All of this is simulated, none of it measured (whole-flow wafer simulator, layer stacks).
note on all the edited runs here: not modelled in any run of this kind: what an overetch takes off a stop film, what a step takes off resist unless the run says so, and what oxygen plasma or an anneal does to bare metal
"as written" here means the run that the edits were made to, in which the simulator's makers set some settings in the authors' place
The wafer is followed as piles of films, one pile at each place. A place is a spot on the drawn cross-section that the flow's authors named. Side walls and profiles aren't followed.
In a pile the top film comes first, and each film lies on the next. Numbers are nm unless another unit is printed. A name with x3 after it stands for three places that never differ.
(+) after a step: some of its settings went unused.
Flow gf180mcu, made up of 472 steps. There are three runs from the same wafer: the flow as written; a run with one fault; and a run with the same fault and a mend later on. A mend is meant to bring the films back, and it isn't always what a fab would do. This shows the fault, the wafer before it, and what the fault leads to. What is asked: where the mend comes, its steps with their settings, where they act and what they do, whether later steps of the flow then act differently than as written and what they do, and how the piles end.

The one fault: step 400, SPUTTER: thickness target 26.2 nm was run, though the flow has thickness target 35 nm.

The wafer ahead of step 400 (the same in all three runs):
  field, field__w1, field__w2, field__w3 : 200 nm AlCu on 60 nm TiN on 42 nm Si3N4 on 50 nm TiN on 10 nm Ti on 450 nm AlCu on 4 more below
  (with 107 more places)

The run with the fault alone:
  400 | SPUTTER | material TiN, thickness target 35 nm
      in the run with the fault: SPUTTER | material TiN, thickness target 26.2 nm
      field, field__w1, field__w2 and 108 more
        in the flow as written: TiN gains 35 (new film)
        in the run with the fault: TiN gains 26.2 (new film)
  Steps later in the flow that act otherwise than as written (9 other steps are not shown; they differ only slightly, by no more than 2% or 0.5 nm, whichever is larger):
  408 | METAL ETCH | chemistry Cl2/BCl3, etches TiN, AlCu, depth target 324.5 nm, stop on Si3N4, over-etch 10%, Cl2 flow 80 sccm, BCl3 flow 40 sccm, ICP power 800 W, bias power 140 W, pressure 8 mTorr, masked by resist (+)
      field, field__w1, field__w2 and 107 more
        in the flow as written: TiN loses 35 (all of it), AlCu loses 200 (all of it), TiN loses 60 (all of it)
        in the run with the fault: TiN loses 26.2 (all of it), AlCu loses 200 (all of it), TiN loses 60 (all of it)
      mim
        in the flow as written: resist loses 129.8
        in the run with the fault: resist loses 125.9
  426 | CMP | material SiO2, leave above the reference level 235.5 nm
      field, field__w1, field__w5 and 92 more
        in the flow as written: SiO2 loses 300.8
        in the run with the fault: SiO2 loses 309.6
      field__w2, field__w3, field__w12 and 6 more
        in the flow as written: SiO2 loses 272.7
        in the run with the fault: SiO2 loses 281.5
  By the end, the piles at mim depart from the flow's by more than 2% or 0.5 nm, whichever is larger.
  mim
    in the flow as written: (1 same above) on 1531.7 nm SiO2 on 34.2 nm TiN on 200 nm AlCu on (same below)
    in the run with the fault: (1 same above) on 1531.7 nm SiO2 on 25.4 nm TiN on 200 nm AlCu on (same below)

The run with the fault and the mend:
  After step 400 comes the mend.
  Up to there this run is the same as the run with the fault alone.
  400a | SPUTTER | material TiN, thickness target 8.8 nm (the flow's step 400, run once more with other settings)
      field, field__w1, field__w2 and 108 more
        TiN gains 8.8
  Every later step of the flow that is run acts as written at every place that is followed.
  At every place that both follow, the piles at the end match the flow's.
